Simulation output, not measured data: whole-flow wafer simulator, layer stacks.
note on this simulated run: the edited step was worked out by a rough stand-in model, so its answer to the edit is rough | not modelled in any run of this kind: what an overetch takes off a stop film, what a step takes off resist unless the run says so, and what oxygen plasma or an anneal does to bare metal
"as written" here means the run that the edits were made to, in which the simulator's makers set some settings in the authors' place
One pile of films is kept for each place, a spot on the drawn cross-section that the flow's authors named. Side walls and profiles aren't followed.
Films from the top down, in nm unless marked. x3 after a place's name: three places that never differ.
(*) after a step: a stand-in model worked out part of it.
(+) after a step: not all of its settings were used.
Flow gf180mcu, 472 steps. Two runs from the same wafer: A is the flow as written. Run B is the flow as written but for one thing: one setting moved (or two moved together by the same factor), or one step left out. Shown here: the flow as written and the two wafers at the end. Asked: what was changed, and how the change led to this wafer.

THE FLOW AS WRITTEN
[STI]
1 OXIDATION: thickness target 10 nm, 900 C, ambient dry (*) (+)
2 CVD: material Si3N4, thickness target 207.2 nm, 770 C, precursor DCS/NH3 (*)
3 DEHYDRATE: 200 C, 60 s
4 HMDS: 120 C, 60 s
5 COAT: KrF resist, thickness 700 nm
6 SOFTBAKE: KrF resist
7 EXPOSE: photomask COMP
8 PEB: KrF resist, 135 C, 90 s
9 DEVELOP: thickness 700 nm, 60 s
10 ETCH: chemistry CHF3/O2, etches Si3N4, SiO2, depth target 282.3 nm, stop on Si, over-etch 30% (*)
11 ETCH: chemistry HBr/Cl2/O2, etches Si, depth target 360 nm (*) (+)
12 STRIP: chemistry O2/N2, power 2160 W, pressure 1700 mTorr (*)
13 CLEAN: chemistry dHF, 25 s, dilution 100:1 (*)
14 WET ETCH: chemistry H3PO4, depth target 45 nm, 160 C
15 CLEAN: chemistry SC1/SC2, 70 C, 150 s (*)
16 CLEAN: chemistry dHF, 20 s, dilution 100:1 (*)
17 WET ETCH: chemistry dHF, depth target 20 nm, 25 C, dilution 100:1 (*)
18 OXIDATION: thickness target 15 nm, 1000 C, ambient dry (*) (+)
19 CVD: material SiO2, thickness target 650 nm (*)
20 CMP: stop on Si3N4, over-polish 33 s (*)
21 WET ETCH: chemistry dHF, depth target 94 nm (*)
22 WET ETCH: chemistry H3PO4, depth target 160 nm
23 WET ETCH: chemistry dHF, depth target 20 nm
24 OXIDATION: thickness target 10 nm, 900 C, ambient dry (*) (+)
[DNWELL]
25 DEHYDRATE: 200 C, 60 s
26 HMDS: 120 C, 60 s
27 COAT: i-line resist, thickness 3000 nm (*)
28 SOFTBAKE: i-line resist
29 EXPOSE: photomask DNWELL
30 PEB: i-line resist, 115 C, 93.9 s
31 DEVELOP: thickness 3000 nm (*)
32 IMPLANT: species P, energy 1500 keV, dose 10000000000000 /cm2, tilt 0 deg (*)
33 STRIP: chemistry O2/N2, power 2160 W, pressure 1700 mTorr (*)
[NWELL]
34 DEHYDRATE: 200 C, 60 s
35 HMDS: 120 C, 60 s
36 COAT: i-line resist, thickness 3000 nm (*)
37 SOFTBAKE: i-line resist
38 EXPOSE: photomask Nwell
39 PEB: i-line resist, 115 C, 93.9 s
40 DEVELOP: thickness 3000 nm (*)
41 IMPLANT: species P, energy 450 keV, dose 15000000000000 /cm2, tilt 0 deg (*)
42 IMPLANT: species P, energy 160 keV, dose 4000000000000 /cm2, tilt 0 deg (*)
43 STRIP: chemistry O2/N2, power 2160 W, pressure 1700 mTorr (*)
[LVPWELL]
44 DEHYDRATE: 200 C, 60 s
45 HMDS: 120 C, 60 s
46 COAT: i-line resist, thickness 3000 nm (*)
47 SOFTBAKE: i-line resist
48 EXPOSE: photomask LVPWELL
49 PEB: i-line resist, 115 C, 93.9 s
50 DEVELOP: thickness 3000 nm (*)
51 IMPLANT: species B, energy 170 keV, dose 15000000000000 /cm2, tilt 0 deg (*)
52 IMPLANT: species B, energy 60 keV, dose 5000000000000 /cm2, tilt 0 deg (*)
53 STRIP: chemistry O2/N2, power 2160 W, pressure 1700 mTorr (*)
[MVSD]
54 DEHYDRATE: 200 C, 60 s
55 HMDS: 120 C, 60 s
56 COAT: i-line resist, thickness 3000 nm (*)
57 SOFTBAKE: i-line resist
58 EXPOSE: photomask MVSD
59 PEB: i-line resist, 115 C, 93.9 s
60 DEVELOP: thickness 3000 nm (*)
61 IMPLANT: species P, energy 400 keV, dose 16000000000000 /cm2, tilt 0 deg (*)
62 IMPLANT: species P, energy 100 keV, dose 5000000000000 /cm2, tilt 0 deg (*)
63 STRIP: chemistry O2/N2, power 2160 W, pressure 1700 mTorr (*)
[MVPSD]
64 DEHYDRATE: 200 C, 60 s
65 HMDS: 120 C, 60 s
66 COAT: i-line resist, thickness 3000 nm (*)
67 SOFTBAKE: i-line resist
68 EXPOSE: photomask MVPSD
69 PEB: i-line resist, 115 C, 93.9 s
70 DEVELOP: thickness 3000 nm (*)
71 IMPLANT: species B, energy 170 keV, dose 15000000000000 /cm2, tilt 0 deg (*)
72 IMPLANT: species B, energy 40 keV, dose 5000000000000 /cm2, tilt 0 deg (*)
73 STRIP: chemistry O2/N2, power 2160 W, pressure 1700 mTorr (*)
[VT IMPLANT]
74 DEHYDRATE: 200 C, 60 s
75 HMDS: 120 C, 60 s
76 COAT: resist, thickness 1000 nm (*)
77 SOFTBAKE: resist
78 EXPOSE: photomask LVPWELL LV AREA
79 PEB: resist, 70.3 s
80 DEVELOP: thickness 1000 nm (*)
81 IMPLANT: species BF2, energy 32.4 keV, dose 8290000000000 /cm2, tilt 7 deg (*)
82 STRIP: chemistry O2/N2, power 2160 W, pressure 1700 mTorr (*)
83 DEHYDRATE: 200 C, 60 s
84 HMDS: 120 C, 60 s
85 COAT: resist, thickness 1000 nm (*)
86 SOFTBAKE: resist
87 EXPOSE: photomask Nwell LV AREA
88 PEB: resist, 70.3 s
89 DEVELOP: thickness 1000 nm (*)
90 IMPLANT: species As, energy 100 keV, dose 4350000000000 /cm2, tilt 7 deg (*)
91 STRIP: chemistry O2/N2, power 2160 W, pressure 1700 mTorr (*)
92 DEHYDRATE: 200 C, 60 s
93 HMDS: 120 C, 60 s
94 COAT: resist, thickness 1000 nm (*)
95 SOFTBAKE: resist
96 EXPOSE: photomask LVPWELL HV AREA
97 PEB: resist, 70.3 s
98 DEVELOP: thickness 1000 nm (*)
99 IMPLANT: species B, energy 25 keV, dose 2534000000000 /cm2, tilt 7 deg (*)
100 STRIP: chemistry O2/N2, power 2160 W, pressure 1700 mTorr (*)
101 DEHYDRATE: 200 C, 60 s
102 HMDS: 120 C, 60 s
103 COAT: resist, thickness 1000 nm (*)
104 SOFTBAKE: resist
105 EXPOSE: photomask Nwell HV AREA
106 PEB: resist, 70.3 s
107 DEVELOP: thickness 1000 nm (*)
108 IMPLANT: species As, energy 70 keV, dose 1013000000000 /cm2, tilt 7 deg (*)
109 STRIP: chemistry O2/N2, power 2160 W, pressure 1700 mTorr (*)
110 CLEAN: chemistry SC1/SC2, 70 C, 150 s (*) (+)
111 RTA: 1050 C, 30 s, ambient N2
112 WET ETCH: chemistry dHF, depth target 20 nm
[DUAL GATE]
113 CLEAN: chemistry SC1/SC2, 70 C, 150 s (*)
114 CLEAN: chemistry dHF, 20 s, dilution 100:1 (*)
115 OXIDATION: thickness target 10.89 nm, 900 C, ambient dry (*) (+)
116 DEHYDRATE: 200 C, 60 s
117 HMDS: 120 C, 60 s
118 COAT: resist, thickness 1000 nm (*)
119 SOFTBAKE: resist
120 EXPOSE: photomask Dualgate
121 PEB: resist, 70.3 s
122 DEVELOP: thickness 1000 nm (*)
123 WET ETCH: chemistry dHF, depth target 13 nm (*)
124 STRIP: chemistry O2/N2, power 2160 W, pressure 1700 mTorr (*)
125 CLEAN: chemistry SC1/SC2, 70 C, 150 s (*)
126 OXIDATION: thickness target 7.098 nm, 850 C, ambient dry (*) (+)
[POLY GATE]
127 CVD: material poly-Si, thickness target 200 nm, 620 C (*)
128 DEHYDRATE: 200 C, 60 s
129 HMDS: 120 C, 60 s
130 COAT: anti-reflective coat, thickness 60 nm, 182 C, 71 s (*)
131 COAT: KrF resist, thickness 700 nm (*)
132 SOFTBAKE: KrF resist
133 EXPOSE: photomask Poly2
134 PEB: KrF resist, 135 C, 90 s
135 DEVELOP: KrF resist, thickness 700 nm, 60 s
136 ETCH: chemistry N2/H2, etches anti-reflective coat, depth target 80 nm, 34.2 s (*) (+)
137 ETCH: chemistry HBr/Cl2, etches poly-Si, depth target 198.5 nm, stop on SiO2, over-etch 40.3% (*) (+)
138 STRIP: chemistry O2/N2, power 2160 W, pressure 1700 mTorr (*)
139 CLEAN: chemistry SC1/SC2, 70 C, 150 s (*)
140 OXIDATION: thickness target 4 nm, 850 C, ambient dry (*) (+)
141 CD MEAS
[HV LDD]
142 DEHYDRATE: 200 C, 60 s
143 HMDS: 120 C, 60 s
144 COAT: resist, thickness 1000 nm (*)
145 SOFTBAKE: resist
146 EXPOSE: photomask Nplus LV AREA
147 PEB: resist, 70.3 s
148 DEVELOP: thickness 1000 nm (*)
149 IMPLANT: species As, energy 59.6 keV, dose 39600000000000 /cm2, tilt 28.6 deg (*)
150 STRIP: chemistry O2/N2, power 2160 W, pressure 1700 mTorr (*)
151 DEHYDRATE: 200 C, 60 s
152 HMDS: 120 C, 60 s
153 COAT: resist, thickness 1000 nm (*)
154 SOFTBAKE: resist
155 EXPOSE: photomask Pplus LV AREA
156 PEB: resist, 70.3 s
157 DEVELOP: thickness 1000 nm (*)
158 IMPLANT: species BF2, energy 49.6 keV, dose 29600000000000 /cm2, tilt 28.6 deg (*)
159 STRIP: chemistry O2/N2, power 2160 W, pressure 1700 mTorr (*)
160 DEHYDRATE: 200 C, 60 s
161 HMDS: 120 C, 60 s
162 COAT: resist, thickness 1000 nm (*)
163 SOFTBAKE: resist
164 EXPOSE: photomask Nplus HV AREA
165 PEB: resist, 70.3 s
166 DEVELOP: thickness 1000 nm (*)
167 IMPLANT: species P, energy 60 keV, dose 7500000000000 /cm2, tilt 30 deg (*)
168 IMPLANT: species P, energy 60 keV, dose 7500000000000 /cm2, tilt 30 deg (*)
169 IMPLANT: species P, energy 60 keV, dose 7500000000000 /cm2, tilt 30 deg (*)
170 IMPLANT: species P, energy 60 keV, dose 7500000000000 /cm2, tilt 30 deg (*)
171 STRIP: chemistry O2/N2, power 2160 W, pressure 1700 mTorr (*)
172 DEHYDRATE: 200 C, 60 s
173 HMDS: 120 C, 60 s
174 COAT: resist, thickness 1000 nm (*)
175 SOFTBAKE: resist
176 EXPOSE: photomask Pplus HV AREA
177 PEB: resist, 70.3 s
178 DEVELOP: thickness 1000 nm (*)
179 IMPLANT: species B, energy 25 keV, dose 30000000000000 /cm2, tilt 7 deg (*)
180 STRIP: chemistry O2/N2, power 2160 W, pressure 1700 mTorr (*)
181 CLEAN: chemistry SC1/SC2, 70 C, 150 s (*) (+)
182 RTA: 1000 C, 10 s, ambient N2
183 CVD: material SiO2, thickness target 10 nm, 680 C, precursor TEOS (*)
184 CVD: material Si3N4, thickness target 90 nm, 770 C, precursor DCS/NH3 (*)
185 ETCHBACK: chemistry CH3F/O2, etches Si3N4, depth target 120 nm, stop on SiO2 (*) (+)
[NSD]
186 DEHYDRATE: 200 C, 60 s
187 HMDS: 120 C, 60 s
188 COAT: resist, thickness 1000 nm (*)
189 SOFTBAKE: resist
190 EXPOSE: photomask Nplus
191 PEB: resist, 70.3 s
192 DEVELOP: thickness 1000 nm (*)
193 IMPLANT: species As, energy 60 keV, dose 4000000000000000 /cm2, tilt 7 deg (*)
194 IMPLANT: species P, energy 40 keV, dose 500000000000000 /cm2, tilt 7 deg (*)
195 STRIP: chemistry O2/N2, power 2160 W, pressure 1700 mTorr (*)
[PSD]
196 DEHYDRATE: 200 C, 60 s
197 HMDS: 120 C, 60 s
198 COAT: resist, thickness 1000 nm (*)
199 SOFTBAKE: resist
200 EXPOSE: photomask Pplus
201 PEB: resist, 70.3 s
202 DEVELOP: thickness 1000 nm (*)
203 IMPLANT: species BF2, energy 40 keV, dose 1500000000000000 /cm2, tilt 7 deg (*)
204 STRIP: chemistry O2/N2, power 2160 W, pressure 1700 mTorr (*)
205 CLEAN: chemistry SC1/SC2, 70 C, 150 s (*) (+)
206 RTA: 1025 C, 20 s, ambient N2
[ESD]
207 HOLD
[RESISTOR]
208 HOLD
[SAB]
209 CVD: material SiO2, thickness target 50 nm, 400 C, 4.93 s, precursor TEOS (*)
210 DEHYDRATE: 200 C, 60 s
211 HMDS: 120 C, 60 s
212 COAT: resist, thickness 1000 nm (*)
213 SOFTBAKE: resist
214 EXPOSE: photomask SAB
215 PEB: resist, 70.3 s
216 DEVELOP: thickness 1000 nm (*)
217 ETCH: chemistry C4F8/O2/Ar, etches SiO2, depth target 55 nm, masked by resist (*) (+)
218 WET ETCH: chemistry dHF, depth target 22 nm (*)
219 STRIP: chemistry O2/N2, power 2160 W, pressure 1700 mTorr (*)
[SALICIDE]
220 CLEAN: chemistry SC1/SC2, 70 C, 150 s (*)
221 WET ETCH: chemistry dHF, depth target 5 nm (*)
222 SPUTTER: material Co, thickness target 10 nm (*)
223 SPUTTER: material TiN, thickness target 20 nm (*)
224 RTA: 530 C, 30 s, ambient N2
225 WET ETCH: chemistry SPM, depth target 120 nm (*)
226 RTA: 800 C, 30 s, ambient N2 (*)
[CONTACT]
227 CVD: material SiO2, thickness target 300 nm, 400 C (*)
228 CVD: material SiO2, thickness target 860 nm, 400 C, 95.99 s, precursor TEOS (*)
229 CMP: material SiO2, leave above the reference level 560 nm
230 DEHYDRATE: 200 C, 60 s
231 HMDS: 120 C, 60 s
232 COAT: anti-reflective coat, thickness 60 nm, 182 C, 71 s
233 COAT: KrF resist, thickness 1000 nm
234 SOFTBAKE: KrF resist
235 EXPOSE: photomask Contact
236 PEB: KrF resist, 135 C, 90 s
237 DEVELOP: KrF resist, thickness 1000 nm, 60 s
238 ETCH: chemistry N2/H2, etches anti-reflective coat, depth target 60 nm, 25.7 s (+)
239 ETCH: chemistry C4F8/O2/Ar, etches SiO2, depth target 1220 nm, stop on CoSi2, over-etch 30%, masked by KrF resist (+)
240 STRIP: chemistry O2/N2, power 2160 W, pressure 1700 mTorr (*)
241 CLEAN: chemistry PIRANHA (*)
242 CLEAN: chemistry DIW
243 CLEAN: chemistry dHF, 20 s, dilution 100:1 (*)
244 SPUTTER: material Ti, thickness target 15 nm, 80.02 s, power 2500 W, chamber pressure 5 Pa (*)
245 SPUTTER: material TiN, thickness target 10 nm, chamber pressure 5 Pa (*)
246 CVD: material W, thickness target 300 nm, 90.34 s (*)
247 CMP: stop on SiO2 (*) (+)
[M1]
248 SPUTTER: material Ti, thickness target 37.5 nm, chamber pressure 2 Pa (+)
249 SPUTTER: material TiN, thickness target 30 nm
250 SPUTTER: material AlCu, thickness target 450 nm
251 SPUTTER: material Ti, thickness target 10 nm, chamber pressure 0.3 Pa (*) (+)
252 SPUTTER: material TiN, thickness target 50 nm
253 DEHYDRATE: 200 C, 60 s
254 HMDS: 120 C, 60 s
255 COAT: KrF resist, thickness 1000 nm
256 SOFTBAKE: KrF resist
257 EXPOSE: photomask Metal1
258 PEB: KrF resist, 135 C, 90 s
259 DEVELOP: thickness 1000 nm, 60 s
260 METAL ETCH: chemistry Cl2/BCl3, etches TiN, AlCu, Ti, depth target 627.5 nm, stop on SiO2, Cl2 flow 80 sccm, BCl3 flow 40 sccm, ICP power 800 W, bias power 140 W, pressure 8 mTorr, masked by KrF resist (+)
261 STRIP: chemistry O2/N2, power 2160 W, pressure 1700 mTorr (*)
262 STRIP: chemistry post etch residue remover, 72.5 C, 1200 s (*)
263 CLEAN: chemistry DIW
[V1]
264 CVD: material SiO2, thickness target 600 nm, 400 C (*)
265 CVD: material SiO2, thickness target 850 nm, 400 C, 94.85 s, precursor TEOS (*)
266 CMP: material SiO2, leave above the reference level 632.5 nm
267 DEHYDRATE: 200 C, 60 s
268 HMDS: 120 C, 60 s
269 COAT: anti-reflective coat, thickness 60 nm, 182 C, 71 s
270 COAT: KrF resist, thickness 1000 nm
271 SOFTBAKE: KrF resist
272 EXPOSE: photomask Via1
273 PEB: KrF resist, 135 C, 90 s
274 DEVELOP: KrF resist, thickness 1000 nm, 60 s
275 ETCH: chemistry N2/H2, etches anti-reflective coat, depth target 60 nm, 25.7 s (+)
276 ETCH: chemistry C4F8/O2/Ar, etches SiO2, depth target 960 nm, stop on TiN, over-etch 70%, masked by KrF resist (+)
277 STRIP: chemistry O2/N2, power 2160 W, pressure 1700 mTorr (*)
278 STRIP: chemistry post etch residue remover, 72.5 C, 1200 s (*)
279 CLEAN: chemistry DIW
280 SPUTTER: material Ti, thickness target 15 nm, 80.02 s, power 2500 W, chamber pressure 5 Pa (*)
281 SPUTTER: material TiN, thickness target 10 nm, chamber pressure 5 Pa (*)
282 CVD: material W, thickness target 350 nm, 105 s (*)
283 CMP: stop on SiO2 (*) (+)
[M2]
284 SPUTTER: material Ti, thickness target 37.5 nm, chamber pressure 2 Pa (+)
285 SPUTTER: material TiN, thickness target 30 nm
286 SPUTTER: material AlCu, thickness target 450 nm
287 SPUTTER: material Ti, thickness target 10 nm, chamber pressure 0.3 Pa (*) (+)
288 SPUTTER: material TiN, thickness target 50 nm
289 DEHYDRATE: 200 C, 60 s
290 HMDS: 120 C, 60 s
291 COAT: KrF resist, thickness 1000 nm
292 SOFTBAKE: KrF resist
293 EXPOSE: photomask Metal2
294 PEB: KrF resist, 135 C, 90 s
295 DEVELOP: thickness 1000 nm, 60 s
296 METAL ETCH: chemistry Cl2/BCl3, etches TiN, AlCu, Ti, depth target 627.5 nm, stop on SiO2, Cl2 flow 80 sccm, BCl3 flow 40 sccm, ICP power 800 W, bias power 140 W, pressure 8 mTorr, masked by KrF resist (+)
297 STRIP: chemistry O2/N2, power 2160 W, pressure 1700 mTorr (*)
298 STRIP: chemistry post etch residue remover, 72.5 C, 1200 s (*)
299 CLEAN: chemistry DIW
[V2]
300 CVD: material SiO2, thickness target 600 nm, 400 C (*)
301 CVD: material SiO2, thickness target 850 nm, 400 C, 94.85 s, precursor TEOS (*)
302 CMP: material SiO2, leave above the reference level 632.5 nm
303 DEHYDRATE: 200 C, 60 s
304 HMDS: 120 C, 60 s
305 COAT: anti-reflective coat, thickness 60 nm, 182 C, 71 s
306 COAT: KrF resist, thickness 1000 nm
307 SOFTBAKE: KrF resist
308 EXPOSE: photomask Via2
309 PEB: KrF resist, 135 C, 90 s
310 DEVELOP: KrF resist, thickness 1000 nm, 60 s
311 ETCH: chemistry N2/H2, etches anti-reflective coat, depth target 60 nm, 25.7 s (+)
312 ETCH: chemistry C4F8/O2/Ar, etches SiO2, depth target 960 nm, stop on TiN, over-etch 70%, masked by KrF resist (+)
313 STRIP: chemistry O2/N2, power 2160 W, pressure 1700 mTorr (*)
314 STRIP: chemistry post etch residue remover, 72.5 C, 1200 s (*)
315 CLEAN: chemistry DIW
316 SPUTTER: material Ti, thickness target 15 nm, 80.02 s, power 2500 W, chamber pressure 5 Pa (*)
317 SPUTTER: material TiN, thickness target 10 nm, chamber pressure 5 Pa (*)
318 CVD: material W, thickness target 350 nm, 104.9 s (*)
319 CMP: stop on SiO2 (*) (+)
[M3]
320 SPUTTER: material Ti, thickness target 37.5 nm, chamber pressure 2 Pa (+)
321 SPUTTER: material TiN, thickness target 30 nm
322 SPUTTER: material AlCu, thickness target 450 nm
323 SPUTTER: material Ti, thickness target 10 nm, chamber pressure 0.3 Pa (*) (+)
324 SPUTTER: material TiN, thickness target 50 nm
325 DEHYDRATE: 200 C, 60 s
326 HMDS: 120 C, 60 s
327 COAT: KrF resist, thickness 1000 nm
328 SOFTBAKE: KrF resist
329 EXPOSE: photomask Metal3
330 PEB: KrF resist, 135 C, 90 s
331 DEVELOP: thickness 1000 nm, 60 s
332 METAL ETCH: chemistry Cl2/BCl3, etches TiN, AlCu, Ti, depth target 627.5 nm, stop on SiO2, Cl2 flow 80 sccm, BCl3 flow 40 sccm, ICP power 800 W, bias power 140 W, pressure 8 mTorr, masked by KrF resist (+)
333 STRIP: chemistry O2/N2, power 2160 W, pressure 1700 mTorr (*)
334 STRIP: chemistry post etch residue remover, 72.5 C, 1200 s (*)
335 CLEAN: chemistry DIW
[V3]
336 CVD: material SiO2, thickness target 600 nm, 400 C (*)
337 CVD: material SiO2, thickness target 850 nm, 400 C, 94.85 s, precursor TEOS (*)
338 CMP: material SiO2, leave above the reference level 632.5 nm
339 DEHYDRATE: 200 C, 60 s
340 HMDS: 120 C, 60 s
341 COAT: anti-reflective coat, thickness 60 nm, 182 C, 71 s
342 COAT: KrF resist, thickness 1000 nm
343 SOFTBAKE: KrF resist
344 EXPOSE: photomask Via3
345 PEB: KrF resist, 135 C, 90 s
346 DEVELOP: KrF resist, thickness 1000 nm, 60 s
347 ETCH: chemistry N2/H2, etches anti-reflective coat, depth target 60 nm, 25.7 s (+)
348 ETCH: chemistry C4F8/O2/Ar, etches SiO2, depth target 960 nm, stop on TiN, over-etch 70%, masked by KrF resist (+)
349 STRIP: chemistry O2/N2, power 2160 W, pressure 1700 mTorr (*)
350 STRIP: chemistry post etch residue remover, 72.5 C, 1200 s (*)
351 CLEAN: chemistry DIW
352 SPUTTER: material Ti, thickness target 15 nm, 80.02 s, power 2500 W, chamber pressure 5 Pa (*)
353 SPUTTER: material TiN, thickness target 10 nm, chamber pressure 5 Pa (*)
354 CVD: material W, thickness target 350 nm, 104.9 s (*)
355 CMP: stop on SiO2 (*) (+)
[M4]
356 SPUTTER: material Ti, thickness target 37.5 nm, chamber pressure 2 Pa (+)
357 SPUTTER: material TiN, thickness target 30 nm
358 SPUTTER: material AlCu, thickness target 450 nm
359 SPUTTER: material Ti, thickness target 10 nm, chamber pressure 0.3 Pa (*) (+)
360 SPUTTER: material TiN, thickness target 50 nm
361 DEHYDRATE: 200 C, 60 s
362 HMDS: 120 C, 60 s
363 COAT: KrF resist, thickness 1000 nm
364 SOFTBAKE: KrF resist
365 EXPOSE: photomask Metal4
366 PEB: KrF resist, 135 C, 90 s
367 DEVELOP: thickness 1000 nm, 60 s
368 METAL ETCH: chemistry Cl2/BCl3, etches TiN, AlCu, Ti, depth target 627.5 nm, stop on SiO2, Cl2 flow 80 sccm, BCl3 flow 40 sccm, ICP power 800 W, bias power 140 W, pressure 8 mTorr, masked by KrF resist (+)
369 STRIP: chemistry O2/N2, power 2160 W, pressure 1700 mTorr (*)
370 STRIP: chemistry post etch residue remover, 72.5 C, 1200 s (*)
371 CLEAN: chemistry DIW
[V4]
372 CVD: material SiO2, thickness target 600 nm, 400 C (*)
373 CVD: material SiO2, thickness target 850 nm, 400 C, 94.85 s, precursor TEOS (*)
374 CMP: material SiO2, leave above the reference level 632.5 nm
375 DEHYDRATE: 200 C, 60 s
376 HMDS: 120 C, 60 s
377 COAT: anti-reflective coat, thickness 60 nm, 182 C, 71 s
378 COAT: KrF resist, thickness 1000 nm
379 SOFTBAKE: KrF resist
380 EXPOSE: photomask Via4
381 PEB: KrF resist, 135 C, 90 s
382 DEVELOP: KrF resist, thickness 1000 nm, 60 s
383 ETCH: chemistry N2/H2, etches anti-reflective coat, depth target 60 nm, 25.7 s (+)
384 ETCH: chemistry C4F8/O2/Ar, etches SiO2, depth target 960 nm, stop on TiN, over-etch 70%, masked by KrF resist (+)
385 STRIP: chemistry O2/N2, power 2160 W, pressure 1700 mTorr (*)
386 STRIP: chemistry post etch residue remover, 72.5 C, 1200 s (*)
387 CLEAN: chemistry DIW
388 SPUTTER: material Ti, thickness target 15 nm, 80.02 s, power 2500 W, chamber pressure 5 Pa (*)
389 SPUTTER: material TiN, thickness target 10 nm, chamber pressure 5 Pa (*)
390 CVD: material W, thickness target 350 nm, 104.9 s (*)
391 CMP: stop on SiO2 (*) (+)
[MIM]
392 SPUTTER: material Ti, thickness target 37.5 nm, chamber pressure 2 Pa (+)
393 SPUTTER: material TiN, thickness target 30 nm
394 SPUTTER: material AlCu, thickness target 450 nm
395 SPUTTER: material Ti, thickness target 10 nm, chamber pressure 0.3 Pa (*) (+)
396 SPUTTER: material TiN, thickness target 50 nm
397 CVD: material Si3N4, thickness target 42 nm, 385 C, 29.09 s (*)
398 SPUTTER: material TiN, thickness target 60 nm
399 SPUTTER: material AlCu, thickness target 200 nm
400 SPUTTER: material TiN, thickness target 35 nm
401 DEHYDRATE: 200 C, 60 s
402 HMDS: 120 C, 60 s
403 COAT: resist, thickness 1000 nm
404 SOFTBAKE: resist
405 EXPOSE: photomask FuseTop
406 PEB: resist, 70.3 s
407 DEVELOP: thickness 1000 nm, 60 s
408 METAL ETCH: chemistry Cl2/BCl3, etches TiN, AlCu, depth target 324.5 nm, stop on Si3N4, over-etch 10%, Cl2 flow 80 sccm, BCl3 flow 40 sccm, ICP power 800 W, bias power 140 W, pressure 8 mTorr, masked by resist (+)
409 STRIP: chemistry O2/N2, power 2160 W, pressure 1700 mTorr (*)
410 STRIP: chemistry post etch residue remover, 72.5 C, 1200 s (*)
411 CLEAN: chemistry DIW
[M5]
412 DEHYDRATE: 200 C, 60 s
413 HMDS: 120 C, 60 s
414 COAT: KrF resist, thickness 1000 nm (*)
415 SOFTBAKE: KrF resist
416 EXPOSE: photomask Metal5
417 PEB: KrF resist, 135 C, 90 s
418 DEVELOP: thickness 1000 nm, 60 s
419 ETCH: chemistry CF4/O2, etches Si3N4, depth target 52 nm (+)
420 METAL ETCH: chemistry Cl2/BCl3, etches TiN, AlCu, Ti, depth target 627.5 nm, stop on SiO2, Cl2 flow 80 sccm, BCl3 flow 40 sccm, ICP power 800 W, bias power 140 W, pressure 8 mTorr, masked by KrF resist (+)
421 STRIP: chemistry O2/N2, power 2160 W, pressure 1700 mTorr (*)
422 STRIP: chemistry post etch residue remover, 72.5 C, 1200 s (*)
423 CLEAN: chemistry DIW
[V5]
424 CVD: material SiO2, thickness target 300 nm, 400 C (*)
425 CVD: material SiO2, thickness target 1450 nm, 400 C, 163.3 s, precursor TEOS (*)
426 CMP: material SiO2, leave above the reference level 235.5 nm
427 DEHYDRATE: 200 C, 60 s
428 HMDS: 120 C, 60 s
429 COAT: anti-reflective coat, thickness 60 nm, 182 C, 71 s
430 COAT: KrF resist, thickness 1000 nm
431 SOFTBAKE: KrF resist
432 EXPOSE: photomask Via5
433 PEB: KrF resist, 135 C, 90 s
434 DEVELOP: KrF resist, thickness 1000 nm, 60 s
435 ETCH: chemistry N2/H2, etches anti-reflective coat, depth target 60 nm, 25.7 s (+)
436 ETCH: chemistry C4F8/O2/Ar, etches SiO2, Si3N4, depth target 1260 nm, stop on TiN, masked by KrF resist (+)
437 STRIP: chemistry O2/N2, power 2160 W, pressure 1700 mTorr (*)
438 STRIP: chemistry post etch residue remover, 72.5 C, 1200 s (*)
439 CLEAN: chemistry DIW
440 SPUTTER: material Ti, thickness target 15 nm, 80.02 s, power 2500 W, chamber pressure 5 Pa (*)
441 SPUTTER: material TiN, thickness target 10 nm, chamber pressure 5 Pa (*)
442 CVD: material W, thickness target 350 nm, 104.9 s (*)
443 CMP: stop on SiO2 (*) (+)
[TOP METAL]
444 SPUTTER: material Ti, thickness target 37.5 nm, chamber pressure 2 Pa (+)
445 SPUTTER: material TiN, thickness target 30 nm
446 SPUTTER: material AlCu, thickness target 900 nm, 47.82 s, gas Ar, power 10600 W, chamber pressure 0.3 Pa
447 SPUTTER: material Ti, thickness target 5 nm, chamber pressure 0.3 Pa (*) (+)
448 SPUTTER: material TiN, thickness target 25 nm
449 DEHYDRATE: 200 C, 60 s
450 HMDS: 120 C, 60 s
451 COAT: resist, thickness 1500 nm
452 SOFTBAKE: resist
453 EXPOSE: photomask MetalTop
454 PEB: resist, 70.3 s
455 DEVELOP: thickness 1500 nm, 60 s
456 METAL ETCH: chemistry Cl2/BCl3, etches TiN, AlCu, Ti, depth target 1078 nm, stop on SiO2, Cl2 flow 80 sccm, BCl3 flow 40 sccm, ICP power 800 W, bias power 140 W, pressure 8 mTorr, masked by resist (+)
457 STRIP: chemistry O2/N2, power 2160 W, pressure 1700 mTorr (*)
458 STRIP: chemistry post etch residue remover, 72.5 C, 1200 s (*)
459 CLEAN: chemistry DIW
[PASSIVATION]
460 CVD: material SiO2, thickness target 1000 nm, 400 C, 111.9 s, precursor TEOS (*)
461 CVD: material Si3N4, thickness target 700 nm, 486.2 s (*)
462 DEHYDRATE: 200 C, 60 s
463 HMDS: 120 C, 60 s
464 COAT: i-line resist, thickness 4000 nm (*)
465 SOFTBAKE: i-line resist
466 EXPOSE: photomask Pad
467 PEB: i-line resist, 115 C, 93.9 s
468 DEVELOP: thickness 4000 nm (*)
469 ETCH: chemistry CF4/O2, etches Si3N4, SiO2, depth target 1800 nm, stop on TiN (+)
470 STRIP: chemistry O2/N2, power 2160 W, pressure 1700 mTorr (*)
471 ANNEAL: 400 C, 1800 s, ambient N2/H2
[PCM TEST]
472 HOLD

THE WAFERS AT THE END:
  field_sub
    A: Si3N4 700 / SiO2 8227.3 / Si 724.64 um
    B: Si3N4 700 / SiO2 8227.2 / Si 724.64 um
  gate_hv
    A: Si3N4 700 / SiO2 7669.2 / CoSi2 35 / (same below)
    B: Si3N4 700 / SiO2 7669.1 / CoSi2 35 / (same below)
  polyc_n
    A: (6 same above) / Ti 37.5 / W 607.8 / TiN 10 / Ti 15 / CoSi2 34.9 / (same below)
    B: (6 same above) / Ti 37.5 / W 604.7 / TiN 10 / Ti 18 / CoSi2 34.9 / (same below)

The cause: step 244, SPUTTER: 96.02 s was run, where the flow has 80.02 s.

How the change led to this, step by step:
  244 SPUTTER: material Ti, thickness target 15 nm, 80.02 s, power 2500 W, chamber pressure 5 Pa (*)
      field, field__w1, field__w2 and 107 more: A Ti +15 (new film) | B Ti +18 (new film)
      contact: A Ti +8.55 (new film) | B Ti +10.3 (new film)
  247 CMP: stop on SiO2 (*) (+)
      field, field__w1, field__w2 and 105 more: A W -300 (all of it), TiN -10 (all of it), Ti -15 (all of it), SiO2 -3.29 | B W -300 (all of it), TiN -10 (all of it), Ti -18 (all of it), SiO2 -3.32
